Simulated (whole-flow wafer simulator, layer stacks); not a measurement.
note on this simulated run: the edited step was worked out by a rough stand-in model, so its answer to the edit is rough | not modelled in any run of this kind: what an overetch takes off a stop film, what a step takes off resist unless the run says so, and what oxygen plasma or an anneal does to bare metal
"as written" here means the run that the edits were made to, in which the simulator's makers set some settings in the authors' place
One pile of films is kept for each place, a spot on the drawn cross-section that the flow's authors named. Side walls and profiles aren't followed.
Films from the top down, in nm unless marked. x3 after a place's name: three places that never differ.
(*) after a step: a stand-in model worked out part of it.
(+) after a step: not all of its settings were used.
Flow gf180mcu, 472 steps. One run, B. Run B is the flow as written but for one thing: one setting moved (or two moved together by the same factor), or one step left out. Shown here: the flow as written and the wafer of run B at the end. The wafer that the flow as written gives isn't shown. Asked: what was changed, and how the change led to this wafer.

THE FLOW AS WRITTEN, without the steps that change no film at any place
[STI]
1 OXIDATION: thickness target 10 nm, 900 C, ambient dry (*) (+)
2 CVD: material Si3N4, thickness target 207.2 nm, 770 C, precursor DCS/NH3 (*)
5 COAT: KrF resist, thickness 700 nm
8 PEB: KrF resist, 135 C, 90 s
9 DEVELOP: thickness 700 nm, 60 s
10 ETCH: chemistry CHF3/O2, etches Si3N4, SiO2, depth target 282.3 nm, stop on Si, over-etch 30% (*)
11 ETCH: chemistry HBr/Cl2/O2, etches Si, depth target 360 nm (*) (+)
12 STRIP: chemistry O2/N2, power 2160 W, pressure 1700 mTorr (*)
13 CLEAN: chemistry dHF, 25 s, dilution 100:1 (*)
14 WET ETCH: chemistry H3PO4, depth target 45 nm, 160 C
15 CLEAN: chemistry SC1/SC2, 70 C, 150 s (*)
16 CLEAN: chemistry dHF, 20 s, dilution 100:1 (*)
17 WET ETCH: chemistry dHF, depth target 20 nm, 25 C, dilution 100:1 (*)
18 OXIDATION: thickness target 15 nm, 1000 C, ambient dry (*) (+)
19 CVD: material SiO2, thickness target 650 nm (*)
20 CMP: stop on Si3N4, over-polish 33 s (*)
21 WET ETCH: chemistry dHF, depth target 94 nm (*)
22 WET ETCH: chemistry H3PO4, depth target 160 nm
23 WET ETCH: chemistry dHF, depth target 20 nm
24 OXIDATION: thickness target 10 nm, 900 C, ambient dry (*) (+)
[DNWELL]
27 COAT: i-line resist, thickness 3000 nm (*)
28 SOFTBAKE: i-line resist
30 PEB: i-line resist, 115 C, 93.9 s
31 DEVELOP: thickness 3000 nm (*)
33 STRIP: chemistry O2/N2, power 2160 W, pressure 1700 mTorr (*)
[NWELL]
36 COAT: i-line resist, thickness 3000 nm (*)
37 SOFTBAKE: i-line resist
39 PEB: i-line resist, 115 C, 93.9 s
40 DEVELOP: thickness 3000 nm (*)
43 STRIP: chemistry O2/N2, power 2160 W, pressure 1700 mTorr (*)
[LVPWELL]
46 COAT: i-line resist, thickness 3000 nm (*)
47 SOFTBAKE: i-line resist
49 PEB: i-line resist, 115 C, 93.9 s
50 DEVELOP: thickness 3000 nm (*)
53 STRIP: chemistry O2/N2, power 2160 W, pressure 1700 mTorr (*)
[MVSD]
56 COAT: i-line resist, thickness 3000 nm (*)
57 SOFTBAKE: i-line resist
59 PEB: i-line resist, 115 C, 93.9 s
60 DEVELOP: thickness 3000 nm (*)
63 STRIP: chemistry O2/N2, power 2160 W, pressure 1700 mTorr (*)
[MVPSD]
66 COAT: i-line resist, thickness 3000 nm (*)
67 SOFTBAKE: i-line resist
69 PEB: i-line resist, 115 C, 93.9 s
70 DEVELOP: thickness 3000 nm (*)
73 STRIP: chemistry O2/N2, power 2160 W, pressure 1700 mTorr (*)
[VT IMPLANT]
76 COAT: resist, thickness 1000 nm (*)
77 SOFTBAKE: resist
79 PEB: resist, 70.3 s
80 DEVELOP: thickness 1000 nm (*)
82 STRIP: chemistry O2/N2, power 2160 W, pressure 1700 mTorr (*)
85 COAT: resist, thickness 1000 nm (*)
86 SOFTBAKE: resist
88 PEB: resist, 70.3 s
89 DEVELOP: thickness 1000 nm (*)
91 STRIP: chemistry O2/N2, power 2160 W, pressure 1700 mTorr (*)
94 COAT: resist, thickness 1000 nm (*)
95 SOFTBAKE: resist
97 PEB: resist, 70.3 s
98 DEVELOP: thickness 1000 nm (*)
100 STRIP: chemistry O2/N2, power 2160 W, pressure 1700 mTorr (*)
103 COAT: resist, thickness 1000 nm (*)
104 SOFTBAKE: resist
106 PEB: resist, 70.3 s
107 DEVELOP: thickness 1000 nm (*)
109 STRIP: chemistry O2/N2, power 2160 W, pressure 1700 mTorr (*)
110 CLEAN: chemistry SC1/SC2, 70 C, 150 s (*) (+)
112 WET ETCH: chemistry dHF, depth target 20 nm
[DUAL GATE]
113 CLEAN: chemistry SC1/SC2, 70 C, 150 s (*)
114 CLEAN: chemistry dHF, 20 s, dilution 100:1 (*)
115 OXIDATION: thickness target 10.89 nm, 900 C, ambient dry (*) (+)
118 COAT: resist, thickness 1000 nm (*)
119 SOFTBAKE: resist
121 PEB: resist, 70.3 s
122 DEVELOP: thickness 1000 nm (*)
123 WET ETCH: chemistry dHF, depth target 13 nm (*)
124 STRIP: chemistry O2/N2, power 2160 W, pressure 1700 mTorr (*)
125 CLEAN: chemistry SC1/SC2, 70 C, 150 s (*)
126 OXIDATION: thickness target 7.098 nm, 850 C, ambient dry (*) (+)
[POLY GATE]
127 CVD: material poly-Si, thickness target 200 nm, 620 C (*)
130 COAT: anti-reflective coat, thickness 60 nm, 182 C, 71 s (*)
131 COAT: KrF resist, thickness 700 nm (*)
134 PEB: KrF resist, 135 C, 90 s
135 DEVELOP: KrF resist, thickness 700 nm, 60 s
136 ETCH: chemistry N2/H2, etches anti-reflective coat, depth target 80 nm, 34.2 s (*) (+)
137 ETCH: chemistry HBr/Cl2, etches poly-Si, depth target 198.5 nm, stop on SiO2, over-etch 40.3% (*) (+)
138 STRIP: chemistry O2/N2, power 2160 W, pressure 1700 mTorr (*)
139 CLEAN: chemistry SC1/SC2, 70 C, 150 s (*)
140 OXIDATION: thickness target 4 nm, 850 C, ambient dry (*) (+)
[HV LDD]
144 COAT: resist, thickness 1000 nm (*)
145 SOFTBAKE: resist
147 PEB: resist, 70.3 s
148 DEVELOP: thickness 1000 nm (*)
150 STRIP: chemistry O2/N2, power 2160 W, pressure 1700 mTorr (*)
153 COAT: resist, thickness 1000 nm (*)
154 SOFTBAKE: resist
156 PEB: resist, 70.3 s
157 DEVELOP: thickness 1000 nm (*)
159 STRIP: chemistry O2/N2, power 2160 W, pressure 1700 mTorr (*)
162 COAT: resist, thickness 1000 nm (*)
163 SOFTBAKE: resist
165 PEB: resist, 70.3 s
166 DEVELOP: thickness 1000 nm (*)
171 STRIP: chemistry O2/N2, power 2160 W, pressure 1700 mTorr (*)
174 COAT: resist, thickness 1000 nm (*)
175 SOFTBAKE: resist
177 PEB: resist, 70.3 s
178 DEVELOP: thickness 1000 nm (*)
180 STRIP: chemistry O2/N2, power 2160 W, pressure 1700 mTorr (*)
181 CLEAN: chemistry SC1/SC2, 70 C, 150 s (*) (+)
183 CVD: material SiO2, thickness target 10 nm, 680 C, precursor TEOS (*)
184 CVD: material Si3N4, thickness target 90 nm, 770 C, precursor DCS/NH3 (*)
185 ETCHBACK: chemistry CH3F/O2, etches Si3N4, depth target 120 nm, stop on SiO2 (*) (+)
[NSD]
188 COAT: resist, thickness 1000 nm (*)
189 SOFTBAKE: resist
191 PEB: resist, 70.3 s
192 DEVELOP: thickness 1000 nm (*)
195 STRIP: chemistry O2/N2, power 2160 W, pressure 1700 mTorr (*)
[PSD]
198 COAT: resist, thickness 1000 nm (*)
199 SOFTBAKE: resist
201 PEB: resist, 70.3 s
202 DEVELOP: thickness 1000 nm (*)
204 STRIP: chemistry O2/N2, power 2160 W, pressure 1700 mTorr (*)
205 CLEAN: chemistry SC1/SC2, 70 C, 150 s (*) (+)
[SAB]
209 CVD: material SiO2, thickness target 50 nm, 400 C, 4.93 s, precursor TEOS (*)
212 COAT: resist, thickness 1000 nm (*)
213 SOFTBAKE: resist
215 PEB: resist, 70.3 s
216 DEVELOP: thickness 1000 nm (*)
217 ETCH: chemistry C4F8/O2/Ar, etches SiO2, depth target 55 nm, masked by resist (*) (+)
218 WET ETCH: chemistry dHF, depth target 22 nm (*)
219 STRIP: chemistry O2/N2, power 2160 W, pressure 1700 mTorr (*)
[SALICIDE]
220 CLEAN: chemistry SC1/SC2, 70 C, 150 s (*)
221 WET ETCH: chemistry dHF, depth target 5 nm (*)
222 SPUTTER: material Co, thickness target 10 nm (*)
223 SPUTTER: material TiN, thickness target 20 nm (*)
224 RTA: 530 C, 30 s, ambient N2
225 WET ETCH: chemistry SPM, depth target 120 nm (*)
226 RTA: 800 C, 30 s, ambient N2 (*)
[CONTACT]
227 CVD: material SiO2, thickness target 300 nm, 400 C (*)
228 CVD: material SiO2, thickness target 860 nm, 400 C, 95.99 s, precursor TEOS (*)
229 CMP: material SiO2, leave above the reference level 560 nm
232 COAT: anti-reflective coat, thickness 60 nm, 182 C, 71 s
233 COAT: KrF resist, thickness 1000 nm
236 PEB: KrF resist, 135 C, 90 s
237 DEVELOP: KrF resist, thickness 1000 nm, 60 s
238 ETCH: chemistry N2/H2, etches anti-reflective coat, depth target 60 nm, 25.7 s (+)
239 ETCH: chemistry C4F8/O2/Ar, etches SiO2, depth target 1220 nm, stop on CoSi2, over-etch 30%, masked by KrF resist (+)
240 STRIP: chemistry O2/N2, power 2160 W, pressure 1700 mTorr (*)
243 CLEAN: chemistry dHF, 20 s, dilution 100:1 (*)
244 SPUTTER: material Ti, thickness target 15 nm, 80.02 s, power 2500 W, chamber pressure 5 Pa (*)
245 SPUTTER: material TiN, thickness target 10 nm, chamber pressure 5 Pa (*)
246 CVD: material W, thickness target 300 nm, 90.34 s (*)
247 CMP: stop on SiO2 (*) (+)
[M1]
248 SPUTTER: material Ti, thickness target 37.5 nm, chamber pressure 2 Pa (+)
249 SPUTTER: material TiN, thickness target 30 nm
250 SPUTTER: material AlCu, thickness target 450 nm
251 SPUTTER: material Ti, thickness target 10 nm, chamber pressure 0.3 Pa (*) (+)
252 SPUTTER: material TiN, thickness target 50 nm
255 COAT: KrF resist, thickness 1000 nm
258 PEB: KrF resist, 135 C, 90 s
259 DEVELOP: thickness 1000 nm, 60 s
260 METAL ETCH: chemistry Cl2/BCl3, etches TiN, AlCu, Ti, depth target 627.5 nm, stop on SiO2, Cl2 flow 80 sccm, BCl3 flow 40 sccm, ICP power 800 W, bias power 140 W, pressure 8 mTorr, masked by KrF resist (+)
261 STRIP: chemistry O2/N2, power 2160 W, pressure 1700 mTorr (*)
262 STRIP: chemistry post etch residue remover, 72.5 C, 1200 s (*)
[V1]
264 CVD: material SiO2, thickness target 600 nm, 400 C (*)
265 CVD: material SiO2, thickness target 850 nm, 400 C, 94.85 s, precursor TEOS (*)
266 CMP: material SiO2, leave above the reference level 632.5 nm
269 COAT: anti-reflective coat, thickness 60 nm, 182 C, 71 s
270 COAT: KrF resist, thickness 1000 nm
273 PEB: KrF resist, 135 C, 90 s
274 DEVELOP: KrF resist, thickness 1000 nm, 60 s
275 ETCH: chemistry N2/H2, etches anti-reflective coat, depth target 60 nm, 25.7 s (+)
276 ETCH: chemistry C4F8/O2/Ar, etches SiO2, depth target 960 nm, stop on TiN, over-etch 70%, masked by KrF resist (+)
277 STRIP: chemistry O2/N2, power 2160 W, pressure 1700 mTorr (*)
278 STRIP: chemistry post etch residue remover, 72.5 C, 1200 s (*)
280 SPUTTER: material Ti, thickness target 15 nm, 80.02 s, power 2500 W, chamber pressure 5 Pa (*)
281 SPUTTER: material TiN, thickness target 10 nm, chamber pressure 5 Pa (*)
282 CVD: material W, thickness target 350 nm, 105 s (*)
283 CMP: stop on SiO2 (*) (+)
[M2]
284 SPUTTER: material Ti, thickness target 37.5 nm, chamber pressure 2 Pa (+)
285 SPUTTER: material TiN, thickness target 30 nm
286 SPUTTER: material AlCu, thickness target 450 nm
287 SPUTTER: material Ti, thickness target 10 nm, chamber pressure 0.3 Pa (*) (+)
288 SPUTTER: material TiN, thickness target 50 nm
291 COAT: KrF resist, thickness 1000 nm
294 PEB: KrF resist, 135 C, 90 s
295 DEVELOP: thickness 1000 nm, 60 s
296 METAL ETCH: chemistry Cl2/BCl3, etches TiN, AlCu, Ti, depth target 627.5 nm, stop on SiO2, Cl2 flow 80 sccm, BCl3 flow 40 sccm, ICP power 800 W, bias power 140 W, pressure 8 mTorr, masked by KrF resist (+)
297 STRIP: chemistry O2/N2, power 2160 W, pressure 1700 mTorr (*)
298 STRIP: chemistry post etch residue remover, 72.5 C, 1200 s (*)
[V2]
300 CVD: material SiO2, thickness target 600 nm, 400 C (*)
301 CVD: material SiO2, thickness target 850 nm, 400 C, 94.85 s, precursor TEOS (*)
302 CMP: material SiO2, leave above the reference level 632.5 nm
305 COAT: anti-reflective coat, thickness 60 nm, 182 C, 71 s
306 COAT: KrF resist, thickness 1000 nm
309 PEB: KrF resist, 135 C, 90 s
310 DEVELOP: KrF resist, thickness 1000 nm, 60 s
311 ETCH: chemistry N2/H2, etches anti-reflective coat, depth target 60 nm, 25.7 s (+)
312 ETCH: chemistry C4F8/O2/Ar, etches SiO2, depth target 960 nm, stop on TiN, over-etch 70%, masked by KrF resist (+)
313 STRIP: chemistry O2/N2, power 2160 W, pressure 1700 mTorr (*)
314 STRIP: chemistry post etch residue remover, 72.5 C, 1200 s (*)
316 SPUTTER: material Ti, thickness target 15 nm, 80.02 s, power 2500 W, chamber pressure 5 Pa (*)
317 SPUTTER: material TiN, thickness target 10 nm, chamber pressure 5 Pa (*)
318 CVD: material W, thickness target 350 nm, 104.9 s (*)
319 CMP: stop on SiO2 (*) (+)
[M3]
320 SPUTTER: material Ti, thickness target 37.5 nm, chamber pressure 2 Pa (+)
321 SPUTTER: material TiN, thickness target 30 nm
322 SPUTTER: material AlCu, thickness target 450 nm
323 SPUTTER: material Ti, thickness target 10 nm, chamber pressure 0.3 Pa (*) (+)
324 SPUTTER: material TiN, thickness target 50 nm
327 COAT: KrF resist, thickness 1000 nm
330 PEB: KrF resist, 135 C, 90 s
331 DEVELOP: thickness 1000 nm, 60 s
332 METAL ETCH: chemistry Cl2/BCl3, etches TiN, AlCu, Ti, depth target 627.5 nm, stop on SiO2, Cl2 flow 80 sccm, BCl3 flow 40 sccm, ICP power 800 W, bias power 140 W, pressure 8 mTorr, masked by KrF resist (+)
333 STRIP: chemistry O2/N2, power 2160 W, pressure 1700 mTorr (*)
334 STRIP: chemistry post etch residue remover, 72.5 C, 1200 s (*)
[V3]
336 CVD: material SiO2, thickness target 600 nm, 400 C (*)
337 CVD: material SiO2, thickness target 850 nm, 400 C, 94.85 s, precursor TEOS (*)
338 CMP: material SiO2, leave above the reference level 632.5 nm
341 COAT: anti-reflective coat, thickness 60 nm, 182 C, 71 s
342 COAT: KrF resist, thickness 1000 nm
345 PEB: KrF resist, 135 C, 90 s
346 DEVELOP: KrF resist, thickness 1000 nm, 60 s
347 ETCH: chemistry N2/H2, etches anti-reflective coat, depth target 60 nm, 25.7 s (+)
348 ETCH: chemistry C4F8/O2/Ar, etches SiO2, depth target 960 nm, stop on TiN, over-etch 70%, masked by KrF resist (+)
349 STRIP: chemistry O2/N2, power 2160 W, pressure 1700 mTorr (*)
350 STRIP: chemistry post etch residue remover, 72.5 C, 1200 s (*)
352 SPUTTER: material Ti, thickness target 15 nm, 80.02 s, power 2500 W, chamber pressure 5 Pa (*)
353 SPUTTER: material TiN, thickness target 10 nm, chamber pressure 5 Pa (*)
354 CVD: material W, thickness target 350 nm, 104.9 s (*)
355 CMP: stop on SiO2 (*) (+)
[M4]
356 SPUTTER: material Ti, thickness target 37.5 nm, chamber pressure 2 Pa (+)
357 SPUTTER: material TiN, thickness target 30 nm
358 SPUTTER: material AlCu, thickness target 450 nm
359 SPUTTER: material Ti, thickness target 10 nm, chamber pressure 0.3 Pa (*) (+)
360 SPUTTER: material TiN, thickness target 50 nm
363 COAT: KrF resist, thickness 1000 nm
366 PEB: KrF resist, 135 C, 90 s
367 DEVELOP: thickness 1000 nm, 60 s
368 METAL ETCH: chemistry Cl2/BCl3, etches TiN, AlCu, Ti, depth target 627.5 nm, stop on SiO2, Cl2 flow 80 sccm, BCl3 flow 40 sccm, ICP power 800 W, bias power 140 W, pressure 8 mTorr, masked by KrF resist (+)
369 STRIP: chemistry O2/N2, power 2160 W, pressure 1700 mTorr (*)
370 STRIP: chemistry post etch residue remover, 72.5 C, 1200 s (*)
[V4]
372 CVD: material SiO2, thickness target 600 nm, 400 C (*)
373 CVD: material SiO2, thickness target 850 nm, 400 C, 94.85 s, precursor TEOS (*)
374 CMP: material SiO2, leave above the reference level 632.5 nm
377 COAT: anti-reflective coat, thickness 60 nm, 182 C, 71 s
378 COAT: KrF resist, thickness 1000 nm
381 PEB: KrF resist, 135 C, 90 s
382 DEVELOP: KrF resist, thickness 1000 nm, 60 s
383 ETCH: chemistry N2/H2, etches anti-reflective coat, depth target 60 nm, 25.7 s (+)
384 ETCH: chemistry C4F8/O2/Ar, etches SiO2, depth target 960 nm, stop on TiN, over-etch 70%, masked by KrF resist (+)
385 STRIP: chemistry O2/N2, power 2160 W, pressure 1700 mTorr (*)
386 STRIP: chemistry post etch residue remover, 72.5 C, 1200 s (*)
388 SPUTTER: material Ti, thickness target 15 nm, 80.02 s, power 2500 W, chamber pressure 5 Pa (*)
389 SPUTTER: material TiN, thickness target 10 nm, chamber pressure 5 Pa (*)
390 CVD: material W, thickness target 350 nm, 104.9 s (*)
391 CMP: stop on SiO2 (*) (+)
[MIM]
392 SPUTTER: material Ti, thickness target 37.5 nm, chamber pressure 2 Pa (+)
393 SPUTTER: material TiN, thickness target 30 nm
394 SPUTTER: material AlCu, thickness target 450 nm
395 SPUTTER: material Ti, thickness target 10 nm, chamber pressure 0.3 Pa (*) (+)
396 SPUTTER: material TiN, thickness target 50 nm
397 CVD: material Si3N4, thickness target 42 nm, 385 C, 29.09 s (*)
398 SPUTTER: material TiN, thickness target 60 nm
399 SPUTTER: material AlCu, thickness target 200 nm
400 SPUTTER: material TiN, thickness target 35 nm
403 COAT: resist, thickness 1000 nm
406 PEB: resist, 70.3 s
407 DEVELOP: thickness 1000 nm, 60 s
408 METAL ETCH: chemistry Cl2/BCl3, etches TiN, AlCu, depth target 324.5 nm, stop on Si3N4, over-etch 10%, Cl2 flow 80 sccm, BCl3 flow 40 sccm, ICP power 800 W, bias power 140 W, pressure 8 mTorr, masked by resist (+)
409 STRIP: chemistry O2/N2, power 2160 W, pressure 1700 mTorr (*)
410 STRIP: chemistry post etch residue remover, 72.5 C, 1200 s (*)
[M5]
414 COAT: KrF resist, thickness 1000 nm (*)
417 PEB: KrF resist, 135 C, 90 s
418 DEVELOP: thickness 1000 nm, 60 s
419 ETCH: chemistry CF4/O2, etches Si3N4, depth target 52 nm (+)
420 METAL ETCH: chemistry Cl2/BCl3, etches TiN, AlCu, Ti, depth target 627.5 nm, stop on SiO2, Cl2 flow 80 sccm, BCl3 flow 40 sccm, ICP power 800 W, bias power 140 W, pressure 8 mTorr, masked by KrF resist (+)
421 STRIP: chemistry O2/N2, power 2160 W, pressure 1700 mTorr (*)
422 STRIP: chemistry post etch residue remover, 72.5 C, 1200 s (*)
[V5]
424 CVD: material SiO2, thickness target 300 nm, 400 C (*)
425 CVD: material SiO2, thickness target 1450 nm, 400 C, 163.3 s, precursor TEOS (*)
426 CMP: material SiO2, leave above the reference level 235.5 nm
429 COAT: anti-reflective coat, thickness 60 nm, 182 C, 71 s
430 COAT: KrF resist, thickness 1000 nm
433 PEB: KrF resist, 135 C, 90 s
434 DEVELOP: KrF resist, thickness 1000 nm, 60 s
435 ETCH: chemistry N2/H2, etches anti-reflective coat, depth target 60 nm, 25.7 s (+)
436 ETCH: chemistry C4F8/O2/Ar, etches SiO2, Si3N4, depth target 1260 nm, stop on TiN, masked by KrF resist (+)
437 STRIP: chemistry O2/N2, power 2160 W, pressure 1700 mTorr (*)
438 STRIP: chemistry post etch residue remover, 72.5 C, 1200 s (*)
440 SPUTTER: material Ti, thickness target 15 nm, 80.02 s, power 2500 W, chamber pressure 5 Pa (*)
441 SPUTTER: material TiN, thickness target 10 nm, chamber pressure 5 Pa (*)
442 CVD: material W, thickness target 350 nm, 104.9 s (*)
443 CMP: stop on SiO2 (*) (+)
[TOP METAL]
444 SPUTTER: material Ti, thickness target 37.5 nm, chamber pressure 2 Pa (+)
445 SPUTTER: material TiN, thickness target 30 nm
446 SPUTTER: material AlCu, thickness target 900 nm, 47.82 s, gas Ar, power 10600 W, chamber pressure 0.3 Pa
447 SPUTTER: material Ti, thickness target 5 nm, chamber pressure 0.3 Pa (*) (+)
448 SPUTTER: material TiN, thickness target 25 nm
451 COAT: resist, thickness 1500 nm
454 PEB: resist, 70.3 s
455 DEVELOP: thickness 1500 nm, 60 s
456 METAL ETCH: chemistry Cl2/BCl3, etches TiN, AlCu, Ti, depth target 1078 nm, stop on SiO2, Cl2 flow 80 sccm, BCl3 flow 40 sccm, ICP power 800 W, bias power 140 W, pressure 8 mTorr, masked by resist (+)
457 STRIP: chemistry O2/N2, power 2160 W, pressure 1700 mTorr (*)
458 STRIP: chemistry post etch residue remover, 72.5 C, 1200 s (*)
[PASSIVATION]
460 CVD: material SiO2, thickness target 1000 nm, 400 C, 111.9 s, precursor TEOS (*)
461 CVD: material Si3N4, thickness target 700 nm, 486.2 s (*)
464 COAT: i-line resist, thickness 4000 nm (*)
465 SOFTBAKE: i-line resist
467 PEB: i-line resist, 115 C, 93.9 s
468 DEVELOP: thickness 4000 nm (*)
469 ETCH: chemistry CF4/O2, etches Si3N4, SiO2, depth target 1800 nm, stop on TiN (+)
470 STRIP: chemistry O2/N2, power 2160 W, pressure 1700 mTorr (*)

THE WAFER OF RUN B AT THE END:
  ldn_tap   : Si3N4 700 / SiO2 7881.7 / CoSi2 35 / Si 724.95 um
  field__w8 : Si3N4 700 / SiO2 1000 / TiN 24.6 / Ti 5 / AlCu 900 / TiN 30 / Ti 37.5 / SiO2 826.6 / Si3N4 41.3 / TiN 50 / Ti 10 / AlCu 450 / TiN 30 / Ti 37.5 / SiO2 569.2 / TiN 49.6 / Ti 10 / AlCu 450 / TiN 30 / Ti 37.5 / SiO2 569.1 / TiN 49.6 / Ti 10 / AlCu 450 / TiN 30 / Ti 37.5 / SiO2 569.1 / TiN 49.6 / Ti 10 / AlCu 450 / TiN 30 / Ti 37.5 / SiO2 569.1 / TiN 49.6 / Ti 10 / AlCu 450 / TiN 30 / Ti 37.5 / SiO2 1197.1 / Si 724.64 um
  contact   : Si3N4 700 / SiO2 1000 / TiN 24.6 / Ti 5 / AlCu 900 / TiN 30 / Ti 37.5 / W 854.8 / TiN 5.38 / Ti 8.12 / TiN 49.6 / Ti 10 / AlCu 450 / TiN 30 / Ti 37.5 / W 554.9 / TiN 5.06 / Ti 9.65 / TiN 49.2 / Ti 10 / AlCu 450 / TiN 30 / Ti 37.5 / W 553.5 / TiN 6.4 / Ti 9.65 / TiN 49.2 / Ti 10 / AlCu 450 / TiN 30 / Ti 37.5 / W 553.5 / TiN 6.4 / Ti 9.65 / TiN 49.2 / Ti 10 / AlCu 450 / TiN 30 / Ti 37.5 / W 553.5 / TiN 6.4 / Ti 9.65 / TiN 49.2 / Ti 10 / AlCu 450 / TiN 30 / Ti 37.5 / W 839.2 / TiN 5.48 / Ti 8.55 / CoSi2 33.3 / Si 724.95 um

The cause: step 389, SPUTTER: thickness target 7.9 nm was run, where the flow has thickness target 10 nm.

How the change led to this, step by step:
  389 SPUTTER: material TiN, thickness target 10 nm, chamber pressure 5 Pa (*)
      field, field__w1, field__w2 and 107 more: TiN +7.9 (new film) (as written it would be: TiN +10 (new film))
      contact: TiN +5.06 (new film) (as written it would be: TiN +6.4 (new film))
  391 CMP: stop on SiO2 (*) (+)
      field, field__w1, field__w2 and 107 more: W -350 (all of it), TiN -7.9 (all of it), Ti -15 (all of it), SiO2 -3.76 (as written it would be: W -350 (all of it), TiN -10 (all of it), Ti -15 (all of it), SiO2 -3.78)
